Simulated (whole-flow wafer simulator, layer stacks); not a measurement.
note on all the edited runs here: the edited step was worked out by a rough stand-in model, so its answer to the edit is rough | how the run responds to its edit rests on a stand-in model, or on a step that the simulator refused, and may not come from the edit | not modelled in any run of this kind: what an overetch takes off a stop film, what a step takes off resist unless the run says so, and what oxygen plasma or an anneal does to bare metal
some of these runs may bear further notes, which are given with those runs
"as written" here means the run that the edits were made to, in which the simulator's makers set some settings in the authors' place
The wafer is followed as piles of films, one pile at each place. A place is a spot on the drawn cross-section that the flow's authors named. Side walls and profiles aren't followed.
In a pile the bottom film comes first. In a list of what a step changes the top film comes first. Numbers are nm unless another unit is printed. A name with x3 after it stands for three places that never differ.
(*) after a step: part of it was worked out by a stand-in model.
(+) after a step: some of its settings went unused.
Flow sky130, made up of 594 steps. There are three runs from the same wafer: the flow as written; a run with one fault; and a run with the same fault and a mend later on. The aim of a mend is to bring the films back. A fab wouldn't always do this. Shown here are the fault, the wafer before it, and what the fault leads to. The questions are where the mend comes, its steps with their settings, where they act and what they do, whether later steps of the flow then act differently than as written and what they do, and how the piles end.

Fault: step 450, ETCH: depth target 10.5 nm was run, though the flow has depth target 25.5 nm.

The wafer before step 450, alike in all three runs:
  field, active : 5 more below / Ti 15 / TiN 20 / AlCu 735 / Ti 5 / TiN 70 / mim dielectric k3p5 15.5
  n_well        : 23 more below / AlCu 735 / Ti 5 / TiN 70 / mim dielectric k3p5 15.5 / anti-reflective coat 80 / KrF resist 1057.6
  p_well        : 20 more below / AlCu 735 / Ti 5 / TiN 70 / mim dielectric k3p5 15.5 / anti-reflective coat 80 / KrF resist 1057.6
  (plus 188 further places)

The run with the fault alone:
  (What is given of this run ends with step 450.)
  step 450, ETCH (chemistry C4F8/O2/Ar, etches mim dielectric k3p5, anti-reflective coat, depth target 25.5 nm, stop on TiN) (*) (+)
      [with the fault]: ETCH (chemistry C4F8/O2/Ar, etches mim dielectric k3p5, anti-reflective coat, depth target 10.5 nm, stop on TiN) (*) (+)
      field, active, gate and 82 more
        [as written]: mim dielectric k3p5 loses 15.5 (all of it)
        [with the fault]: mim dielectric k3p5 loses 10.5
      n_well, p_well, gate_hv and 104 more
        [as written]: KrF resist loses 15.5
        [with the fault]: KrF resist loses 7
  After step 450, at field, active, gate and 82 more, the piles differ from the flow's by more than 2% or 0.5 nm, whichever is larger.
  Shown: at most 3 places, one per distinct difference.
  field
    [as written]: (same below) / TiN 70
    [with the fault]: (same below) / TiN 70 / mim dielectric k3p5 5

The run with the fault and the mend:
  The mend follows step 450.
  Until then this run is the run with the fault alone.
  step 450a, ETCH (chemistry C4F8/O2/Ar, etches mim dielectric k3p5, anti-reflective coat, depth target 15 nm, stop on TiN) (*) (+) (the flow's step 450, run once more with other settings)
      n_well, p_well, gate_hv and 104 more
        KrF resist loses 5
      field, active, gate and 82 more
        mim dielectric k3p5 loses 5 (all of it)
  None of the later steps of the flow differs from how it acts as written, at any place that is followed, by more than 2% or 0.5 nm, whichever is larger.
  By the end, the piles equal the flow's at every place that both follow.
